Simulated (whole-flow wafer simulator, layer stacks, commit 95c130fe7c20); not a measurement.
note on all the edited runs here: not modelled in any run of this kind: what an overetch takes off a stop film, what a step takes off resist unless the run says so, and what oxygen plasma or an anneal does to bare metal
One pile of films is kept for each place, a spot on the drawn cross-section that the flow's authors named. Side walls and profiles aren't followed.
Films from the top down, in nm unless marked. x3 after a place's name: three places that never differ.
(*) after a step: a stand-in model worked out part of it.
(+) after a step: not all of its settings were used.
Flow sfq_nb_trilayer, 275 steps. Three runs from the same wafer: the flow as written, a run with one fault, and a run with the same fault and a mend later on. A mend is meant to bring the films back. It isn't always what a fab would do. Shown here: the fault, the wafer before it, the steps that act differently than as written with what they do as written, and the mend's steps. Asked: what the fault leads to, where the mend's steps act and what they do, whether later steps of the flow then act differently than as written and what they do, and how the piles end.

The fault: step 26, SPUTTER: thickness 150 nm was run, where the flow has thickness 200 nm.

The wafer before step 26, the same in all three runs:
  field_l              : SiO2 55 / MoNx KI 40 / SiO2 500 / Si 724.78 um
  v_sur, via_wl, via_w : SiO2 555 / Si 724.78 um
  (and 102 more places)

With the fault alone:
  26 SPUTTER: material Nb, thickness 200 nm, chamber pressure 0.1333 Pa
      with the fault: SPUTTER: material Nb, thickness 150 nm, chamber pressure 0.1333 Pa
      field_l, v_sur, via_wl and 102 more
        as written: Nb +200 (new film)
        with the fault: Nb +150 (new film)
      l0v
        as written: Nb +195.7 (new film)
        with the fault: Nb +145.9 (new film)
  Later steps of the flow that act differently than as written (8 more steps differ only slightly, by at most 2% or 0.5 nm, whichever is larger, and aren't shown):
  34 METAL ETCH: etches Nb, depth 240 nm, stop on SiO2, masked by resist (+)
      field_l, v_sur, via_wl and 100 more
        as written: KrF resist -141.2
        with the fault: KrF resist -132.4
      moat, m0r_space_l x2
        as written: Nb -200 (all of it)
        with the fault: Nb -150 (all of it)
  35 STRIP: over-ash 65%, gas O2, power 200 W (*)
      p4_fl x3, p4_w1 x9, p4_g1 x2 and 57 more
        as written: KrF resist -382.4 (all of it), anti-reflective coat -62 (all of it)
        with the fault: KrF resist -391.2 (all of it), anti-reflective coat -62 (all of it)
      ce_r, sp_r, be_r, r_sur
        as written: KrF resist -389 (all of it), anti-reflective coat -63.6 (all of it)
        with the fault: KrF resist -397.8 (all of it), anti-reflective coat -63.6 (all of it)
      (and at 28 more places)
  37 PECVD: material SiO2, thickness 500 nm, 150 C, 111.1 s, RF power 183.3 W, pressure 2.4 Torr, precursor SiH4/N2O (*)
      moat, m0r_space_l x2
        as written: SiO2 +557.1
        with the fault: SiO2 +507.1
  At the end the piles differ from the flow's by more than 2% or 0.5 nm, whichever is larger, at field_l, v_sur, via_wl and 100 more.
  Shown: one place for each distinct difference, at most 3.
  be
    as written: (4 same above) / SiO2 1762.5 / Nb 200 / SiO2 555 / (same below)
    with the fault: (4 same above) / SiO2 1762.5 / Nb 150 / SiO2 555 / (same below)
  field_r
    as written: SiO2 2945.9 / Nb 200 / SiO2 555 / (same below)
    with the fault: SiO2 2945.9 / Nb 150 / SiO2 555 / (same below)
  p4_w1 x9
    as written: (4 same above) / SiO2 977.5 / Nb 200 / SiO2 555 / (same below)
    with the fault: (4 same above) / SiO2 977.5 / Nb 150 / SiO2 555 / (same below)

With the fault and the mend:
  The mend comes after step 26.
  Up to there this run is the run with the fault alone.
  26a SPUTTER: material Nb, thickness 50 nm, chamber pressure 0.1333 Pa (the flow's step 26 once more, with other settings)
      field_l, via_wl, via_w and 100 more
        Nb +50
      v_sur
        Nb +48.3
      lsp_r
        Nb +49.2
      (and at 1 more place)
  No later step of the flow acts differently than as written, at any place that is followed, by more than 2% or 0.5 nm, whichever is larger.
  At the end the piles differ from the flow's only slightly at the places that both follow, by at most 2% or 0.5 nm, whichever is larger.
